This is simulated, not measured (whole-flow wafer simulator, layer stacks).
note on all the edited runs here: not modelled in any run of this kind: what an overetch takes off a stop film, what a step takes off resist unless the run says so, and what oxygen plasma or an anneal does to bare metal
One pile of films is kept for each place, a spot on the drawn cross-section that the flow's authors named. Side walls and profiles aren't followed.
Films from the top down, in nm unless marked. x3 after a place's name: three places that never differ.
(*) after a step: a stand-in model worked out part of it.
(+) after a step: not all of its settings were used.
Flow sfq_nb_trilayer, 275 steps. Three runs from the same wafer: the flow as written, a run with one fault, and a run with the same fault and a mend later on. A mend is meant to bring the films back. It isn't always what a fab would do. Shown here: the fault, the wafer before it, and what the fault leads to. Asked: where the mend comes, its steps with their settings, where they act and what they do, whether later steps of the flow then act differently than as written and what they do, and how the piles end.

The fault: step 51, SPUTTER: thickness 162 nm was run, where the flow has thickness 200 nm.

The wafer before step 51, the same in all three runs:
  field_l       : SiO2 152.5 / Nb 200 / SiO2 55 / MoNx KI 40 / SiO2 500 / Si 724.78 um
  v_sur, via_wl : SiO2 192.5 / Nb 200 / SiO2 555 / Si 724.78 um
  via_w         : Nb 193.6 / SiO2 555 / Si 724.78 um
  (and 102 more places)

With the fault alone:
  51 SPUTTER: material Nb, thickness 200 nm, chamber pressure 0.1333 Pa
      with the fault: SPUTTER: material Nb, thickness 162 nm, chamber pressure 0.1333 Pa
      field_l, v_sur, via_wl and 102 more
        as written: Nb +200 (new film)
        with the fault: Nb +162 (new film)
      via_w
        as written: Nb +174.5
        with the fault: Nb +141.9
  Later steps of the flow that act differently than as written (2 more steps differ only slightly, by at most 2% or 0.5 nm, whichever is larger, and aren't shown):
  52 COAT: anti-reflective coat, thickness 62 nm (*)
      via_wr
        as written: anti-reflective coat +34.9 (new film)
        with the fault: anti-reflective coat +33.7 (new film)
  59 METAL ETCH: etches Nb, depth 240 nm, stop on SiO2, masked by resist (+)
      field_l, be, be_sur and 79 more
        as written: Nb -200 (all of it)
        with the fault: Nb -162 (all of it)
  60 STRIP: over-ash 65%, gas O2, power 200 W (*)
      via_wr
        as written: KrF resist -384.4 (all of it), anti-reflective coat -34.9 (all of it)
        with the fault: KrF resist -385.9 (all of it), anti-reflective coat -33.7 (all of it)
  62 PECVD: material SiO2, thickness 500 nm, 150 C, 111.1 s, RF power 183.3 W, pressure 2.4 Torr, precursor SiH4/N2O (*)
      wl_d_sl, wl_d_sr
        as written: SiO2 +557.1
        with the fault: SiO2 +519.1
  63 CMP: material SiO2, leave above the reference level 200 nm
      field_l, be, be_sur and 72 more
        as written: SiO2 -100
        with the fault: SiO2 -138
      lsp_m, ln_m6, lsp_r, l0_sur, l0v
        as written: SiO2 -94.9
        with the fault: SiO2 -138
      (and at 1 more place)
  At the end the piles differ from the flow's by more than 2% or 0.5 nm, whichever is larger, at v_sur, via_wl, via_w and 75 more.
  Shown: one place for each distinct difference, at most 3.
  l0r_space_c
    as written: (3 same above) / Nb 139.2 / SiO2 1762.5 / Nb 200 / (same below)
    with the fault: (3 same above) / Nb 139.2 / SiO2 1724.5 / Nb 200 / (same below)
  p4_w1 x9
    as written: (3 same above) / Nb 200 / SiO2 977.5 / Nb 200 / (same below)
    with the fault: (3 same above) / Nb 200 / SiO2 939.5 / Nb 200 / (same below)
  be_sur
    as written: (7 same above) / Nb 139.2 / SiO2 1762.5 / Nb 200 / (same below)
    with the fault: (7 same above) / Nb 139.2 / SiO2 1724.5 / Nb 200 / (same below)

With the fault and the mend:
  The mend comes after step 51.
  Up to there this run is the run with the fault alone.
  51a SPUTTER: material Nb, thickness 38 nm, chamber pressure 0.1333 Pa (the flow's step 51 once more, with other settings)
      field_l, v_sur, via_wl and 102 more
        Nb +38
      via_w
        Nb +29.5
  No later step of the flow acts differently than as written, at any place that is followed, by more than 2% or 0.5 nm, whichever is larger.
  At the end the piles differ from the flow's only slightly at the places that both follow, by at most 2% or 0.5 nm, whichever is larger.
